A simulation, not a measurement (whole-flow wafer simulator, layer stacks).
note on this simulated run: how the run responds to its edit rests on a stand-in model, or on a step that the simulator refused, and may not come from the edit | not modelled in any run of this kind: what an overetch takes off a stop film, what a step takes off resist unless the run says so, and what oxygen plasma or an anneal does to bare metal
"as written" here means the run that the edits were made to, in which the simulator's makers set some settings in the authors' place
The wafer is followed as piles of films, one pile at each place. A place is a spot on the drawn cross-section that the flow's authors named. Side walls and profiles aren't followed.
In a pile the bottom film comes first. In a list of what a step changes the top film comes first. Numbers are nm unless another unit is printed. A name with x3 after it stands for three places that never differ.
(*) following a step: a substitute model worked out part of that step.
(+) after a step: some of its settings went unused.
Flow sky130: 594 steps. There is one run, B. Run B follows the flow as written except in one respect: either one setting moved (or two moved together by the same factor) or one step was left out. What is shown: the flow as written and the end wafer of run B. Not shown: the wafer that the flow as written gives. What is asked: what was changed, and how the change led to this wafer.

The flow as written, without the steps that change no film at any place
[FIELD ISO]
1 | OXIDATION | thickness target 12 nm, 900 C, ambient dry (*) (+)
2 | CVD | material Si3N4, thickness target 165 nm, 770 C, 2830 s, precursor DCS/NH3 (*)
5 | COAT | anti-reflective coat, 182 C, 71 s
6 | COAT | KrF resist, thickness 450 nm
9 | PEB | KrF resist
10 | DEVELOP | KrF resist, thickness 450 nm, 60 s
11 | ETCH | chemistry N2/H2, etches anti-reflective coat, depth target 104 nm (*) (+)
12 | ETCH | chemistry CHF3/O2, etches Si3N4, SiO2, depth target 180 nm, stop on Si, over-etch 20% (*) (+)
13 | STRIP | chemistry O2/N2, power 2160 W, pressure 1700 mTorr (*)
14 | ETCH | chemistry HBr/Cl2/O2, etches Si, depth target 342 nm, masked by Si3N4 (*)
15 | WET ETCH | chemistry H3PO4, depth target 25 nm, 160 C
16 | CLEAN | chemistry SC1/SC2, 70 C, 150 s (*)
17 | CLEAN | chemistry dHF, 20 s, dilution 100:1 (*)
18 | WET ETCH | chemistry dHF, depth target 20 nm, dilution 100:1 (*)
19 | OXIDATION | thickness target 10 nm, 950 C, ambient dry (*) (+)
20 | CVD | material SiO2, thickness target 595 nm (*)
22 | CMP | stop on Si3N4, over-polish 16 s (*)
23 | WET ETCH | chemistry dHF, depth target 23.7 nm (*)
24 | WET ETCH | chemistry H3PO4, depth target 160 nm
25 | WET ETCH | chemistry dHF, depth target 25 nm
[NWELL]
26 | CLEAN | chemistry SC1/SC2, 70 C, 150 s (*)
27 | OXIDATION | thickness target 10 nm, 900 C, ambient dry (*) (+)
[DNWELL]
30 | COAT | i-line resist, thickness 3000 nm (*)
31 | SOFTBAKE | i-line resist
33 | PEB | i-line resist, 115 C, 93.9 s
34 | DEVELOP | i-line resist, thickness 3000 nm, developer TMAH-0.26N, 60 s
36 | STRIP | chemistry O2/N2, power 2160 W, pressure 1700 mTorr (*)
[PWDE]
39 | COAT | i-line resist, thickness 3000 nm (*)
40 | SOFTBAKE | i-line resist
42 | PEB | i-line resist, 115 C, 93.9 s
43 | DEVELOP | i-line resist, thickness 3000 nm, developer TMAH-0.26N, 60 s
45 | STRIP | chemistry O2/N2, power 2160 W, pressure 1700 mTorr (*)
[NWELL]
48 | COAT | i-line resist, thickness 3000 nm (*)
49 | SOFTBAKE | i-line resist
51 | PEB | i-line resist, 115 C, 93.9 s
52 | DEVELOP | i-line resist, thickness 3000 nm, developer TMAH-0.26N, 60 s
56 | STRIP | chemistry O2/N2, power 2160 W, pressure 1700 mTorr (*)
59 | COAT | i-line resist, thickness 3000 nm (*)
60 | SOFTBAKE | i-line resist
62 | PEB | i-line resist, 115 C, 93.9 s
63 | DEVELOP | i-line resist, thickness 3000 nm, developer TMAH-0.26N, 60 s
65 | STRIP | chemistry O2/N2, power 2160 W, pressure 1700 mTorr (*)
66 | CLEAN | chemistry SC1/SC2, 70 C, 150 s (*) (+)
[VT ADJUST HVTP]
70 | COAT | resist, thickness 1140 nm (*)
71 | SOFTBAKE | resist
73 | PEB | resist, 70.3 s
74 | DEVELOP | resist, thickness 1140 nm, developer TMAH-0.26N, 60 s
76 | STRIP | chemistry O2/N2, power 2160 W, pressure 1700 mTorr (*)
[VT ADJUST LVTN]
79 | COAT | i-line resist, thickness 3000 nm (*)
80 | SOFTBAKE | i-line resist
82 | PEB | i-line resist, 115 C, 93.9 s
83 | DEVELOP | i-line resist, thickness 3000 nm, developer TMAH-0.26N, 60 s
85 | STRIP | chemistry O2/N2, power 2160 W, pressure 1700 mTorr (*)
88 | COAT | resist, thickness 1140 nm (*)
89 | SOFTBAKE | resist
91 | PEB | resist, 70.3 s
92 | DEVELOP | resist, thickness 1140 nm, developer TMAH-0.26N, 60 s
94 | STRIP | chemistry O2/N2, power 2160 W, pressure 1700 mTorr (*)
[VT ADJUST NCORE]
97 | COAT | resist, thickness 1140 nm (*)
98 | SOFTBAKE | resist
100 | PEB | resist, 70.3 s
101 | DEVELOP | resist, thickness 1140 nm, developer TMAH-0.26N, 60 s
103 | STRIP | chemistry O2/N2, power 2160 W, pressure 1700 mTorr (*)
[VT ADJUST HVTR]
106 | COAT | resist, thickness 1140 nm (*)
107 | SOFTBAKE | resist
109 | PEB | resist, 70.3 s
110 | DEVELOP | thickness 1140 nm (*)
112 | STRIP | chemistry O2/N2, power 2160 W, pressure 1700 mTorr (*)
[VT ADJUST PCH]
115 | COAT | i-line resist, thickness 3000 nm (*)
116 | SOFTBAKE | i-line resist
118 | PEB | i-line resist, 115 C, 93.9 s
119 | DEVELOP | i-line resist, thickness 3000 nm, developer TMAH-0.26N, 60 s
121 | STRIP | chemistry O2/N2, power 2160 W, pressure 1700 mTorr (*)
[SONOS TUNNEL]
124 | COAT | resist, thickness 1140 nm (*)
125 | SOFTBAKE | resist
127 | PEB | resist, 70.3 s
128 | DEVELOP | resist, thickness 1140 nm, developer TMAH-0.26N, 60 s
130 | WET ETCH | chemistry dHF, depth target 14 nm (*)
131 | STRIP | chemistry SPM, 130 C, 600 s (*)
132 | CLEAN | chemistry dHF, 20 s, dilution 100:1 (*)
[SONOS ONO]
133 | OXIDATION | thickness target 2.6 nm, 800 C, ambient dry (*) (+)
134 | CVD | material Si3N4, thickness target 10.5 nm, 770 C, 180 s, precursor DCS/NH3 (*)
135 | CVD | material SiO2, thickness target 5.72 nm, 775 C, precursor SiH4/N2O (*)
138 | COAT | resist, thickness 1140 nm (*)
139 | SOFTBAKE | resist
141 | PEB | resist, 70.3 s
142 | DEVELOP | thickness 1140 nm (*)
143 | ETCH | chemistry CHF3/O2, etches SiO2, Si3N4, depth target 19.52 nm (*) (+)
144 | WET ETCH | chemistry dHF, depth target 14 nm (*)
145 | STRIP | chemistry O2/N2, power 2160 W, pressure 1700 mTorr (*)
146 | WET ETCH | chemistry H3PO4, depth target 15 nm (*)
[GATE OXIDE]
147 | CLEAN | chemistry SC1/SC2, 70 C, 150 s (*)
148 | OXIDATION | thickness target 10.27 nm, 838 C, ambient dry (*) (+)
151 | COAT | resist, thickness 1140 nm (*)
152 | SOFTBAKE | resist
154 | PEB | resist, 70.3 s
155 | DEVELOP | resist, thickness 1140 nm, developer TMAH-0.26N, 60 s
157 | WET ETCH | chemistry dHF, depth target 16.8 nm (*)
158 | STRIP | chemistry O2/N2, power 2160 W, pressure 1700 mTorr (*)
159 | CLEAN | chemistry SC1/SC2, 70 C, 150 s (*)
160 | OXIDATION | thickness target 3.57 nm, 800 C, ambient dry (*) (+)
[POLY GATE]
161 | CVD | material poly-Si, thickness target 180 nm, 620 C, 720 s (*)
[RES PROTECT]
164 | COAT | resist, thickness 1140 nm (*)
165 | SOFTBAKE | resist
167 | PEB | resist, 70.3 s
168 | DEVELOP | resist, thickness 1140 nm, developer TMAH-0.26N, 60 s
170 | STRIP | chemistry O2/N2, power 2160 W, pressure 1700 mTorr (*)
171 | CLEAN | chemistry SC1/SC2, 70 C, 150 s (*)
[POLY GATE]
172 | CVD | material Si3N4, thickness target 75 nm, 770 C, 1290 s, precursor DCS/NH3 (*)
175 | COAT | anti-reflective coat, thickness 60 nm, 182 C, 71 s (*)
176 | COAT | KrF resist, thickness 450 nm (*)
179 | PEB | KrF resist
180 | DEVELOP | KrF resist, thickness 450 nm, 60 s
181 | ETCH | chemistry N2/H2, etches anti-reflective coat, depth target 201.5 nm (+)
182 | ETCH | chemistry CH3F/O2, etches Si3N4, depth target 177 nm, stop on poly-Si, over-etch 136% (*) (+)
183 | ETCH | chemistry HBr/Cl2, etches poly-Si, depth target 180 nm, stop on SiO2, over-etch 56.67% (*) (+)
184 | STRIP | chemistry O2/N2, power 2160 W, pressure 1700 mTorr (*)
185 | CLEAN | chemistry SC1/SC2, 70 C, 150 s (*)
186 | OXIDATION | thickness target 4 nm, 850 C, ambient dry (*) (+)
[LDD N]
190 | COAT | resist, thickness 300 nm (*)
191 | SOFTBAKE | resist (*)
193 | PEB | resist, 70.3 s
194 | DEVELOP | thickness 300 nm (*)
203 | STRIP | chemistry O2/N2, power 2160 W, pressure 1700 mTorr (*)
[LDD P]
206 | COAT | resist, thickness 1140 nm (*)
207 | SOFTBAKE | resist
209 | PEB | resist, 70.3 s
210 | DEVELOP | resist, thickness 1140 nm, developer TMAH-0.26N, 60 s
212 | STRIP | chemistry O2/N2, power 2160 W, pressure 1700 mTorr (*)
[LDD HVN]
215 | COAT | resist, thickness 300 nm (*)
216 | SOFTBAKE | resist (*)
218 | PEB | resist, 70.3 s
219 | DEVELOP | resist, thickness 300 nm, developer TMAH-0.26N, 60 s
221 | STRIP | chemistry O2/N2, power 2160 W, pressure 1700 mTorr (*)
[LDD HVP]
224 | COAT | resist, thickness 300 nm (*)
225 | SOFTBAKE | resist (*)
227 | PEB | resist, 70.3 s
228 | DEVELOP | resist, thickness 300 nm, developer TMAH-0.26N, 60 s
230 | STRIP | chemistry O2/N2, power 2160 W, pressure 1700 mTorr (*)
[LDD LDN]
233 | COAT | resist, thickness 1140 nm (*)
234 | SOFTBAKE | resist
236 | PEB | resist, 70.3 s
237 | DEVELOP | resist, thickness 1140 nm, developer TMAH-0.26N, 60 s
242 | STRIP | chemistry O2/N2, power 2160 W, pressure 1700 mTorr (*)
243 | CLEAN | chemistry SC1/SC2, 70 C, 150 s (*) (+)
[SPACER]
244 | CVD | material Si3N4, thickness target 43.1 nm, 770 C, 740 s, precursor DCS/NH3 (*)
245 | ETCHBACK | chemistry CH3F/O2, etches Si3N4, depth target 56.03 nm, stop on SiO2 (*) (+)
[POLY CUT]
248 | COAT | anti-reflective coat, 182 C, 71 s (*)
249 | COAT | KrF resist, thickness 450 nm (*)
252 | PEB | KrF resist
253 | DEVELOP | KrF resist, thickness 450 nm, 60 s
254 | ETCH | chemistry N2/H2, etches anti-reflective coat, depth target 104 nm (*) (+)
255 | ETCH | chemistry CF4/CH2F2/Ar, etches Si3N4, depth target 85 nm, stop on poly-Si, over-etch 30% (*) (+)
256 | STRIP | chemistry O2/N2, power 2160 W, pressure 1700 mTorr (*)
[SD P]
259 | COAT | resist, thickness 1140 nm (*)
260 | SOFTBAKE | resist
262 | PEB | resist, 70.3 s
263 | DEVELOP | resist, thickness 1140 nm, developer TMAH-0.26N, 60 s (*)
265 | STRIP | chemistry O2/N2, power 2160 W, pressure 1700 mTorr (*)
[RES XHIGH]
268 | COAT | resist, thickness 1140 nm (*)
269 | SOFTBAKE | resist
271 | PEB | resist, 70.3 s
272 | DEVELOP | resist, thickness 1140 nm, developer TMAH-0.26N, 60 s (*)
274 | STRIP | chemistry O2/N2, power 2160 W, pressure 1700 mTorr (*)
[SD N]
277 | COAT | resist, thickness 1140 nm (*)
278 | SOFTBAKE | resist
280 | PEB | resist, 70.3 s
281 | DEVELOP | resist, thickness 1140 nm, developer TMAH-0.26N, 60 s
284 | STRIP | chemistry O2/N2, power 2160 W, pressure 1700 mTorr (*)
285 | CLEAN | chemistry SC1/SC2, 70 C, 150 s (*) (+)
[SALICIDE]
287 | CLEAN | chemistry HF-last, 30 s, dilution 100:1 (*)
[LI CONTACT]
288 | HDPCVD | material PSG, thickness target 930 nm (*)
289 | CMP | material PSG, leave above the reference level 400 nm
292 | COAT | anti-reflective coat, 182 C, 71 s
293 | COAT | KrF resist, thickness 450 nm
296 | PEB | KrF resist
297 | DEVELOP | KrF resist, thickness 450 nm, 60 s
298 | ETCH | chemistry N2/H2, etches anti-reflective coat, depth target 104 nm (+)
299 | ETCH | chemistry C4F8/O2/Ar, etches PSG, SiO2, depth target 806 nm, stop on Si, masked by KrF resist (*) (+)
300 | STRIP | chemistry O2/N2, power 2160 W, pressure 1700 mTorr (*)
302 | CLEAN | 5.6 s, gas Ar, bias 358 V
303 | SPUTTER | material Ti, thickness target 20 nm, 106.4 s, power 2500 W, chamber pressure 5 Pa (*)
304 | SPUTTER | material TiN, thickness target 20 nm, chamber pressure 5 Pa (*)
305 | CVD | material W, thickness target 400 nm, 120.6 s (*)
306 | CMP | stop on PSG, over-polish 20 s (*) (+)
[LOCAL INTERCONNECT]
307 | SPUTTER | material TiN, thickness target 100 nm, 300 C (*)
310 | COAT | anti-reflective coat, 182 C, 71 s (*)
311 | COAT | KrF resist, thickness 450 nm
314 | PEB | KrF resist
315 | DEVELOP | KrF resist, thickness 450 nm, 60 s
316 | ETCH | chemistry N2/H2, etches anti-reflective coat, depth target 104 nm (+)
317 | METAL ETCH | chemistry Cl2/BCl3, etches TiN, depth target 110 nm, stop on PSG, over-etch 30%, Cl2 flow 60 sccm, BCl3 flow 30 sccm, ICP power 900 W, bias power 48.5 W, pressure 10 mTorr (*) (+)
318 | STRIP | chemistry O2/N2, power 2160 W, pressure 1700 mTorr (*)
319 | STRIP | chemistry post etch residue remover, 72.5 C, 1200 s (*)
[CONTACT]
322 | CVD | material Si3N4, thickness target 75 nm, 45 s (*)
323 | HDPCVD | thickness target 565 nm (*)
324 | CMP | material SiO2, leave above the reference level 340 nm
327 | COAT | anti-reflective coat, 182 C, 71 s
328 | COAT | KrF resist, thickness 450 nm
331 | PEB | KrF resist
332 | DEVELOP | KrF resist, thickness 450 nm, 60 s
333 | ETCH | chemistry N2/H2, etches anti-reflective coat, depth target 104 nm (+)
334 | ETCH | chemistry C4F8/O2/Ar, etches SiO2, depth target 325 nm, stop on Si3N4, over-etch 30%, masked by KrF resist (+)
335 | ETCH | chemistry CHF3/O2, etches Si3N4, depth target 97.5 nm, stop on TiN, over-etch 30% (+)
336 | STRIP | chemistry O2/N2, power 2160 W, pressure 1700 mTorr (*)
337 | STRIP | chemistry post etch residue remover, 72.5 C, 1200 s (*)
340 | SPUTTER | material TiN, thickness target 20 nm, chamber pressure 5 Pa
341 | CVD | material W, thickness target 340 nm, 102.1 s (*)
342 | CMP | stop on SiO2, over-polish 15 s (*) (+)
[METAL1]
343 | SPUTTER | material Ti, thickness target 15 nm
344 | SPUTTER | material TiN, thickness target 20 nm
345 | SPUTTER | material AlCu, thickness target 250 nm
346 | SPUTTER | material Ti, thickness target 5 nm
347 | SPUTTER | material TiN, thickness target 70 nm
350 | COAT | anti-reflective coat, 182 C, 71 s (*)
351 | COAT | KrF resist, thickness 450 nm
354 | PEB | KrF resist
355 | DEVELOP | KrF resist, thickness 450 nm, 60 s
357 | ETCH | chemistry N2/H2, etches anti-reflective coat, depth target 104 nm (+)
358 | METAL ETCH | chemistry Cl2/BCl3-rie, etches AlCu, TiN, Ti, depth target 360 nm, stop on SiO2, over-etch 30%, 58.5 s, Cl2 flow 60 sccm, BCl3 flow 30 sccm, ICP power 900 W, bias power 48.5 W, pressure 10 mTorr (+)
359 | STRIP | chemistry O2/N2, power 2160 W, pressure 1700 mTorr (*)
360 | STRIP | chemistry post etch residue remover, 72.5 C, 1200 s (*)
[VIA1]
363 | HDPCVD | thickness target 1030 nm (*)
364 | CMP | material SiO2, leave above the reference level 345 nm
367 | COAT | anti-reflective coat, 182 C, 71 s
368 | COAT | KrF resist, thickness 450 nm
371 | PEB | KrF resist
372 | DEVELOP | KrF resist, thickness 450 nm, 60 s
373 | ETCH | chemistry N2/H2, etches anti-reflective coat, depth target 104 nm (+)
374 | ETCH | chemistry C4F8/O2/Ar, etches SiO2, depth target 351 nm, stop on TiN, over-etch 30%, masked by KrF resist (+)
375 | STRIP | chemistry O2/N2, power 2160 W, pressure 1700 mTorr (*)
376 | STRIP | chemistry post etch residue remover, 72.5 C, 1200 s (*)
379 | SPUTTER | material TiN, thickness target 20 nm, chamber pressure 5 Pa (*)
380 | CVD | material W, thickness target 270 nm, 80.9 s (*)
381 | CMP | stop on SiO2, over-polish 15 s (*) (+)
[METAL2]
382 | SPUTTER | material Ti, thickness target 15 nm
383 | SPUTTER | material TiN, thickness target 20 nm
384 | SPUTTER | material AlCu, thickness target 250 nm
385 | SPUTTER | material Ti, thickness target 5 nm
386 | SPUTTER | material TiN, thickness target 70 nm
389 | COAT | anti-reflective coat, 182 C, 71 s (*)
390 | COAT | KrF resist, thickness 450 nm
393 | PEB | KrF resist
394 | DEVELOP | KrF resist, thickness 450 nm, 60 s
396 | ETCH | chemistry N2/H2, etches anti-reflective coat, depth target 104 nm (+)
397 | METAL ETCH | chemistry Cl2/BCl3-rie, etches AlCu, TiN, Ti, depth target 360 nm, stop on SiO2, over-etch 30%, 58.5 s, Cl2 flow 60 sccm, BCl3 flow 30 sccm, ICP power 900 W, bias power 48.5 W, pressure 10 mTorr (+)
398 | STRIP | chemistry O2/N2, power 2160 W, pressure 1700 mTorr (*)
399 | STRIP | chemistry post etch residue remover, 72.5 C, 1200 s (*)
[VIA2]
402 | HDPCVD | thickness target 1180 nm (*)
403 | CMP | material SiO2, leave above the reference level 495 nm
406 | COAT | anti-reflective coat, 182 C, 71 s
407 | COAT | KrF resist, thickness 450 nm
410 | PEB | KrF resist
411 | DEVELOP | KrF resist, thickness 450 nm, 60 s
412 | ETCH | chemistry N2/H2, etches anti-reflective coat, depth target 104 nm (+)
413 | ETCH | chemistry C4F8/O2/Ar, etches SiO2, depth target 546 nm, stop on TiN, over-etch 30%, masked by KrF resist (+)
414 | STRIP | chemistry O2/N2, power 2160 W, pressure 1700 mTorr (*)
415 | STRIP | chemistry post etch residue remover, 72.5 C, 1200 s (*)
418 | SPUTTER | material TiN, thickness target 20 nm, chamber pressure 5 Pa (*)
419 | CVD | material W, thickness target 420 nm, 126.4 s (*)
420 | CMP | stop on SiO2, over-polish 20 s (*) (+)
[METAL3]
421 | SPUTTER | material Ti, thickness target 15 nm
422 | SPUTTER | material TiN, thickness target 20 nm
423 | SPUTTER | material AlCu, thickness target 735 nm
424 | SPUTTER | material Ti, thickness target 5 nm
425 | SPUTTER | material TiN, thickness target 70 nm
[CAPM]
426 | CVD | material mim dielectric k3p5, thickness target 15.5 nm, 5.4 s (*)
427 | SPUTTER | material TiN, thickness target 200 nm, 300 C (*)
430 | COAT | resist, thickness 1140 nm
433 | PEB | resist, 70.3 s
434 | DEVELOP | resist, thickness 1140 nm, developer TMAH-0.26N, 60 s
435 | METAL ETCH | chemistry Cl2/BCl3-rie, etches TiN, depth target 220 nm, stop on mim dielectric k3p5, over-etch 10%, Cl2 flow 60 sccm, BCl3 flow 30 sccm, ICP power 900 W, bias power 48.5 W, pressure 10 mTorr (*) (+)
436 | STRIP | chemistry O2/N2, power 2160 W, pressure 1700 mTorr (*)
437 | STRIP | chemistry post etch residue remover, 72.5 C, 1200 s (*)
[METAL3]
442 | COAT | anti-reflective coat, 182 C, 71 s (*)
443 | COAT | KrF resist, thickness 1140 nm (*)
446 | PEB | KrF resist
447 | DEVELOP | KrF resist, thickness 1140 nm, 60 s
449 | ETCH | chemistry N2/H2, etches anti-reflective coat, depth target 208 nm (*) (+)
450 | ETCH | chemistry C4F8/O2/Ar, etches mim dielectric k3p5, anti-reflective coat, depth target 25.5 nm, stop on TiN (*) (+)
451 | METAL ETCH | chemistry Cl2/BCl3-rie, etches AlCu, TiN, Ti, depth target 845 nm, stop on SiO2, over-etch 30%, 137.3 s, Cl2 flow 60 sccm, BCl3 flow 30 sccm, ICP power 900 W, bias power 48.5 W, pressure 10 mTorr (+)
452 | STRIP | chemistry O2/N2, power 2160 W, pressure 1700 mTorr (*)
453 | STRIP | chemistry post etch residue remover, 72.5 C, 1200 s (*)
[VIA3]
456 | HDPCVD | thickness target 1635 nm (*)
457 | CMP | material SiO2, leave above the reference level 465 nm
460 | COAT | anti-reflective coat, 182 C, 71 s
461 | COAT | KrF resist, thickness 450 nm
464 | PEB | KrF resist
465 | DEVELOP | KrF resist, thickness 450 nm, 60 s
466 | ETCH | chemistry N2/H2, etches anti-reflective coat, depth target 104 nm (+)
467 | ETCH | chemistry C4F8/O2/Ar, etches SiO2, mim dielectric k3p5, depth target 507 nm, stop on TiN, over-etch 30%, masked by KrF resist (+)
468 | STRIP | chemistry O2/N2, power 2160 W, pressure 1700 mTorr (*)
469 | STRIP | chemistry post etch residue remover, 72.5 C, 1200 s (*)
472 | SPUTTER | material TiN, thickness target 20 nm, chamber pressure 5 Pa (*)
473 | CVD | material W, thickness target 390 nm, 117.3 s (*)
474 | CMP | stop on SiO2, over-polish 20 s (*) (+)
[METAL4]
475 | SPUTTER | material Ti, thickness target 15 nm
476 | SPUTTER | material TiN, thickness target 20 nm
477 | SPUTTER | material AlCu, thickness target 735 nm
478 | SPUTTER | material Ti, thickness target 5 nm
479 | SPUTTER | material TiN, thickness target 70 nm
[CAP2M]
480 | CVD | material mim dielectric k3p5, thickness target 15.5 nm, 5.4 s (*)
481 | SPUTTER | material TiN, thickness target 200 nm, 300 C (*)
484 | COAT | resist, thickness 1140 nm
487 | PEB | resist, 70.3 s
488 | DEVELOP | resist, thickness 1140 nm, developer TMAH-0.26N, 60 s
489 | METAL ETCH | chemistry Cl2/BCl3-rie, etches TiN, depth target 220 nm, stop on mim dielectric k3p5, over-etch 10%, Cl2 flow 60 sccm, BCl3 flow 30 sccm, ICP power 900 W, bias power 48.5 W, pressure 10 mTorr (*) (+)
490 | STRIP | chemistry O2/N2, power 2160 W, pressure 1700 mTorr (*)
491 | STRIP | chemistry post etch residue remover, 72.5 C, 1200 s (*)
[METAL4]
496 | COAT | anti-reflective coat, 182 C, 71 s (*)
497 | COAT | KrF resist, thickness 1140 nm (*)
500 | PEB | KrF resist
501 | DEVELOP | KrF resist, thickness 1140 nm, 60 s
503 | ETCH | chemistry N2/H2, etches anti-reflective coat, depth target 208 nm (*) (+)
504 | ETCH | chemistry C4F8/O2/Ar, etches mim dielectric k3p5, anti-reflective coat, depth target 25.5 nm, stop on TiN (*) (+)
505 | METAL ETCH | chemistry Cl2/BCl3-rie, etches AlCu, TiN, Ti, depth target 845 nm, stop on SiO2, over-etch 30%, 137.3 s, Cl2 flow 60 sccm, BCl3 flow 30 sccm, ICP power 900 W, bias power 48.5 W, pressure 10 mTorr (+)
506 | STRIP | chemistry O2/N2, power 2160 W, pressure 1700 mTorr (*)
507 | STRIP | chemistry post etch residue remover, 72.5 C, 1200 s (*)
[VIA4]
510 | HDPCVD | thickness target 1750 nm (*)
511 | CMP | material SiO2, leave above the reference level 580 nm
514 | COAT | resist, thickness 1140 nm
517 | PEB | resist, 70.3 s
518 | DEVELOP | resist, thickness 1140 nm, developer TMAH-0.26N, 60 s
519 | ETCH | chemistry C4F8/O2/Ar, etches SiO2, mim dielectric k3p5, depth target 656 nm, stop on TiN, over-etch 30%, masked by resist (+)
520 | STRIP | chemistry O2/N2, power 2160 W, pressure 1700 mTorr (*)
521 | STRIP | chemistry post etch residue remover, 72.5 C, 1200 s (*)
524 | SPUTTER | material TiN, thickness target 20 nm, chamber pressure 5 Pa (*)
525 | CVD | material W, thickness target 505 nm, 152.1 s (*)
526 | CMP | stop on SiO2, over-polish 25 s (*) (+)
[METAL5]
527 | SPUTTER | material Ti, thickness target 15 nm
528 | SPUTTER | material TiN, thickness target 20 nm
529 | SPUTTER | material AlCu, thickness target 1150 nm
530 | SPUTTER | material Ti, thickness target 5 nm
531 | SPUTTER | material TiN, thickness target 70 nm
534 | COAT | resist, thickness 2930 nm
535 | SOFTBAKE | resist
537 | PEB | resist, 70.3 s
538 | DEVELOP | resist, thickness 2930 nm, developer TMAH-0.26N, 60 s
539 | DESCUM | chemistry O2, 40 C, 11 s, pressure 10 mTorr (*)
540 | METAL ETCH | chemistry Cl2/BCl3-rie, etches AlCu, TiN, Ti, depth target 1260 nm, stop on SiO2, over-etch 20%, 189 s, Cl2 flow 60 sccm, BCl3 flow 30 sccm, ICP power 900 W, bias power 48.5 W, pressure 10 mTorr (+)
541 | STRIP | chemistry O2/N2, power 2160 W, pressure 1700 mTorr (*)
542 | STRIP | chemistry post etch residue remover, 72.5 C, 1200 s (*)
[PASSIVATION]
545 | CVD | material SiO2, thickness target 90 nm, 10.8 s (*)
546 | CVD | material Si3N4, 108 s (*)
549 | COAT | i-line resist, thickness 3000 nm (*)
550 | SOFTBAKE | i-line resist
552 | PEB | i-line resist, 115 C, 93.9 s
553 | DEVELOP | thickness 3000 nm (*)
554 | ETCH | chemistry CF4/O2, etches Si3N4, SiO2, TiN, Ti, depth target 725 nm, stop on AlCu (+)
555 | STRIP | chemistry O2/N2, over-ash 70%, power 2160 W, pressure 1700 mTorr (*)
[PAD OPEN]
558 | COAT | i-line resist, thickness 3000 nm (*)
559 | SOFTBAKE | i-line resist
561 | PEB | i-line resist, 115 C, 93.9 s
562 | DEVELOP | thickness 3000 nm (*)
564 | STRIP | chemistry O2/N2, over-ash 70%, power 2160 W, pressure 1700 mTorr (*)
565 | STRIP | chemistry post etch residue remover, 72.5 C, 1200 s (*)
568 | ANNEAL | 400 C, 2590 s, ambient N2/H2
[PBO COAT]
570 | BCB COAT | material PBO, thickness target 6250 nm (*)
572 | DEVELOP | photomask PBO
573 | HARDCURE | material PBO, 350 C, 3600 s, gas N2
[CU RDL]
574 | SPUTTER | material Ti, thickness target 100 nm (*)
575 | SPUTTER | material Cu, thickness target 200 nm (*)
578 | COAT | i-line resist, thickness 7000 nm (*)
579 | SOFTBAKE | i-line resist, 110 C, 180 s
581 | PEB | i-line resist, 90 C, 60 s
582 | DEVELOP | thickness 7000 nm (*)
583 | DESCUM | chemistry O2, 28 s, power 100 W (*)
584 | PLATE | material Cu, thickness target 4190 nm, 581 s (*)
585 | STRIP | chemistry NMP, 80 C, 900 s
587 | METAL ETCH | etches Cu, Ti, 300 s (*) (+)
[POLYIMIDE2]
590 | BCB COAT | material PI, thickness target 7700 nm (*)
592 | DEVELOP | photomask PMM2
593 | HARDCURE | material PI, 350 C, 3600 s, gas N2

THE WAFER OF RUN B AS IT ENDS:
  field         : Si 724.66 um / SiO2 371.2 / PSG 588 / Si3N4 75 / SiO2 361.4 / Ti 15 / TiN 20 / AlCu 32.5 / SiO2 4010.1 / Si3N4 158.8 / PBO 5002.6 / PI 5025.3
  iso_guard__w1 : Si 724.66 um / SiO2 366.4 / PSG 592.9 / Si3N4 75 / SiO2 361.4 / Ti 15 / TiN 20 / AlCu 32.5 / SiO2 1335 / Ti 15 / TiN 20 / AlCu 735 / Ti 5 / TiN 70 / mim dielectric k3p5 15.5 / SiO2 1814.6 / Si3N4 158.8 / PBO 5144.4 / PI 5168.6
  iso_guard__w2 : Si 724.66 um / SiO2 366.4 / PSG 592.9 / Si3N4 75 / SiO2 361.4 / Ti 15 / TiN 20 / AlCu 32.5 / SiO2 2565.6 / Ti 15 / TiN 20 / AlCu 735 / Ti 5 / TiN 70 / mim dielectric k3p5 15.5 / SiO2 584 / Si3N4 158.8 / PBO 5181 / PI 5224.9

Cause: step 358, METAL ETCH: depth target 219.6 nm was run, while the flow as written has depth target 360 nm; step 358, METAL ETCH: 35.7 s was run, where the flow has 58.5 s.

Step by step, how the change led to this:
  358 | METAL ETCH | chemistry Cl2/BCl3-rie, etches AlCu, TiN, Ti, depth target 360 nm, stop on SiO2, over-etch 30%, 58.5 s, Cl2 flow 60 sccm, BCl3 flow 30 sccm, ICP power 900 W, bias power 48.5 W, pressure 10 mTorr (+)
      field, active, gate and 81 more: -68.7 TiN (all of it), -5 Ti (all of it), -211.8 AlCu (it would be, as written: -68.7 TiN (all of it), -5 Ti (all of it), -250 AlCu (all of it), -20 TiN (all of it), -15 Ti (all of it), -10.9 SiO2)
      n_well, p_well, gate_hv and 104 more: -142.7 KrF resist (it would be, as written: -234 KrF resist)
  359 | STRIP | chemistry O2/N2, power 2160 W, pressure 1700 mTorr (*)
      n_well, p_well, gate_hv and 100 more: -235.1 KrF resist (all of it), -80 anti-reflective coat (all of it) (it would be, as written: -143.8 KrF resist (all of it), -80 anti-reflective coat (all of it))
      poly_licon, ndiff_licon, ndiff_licon_cpp, rpo_hd_licon: -235.1 KrF resist (all of it), -80.5 anti-reflective coat (all of it) (it would be, as written: -143.9 KrF resist (all of it), -80.5 anti-reflective coat (all of it))
  360 | STRIP | chemistry post etch residue remover, 72.5 C, 1200 s (*)
      field, active, gate and 81 more: -5.72 AlCu (it would be, as written: nothing)
  363 | HDPCVD | thickness target 1030 nm (*)
      field, active, gate and 81 more: +1030 SiO2 (new film) (it would be, as written: +1030 SiO2)
  364 | CMP | material SiO2, leave above the reference level 345 nm
      field, active, gate and 81 more: -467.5 SiO2 (it would be, as written: -389.1 SiO2)
Taking metal films that touch as one body, field has 1 body; the flow as written gives 0 bodies.
Taking metal films that touch as one body, iso_guard__w1 has 2 bodies (between them, from the top down: SiO2 1335); the flow as written gives 1 body.
Taking metal films that touch as one body, iso_guard__w2 has 2 bodies (between them, from the top down: SiO2 2565.6); the flow as written gives 1 body.
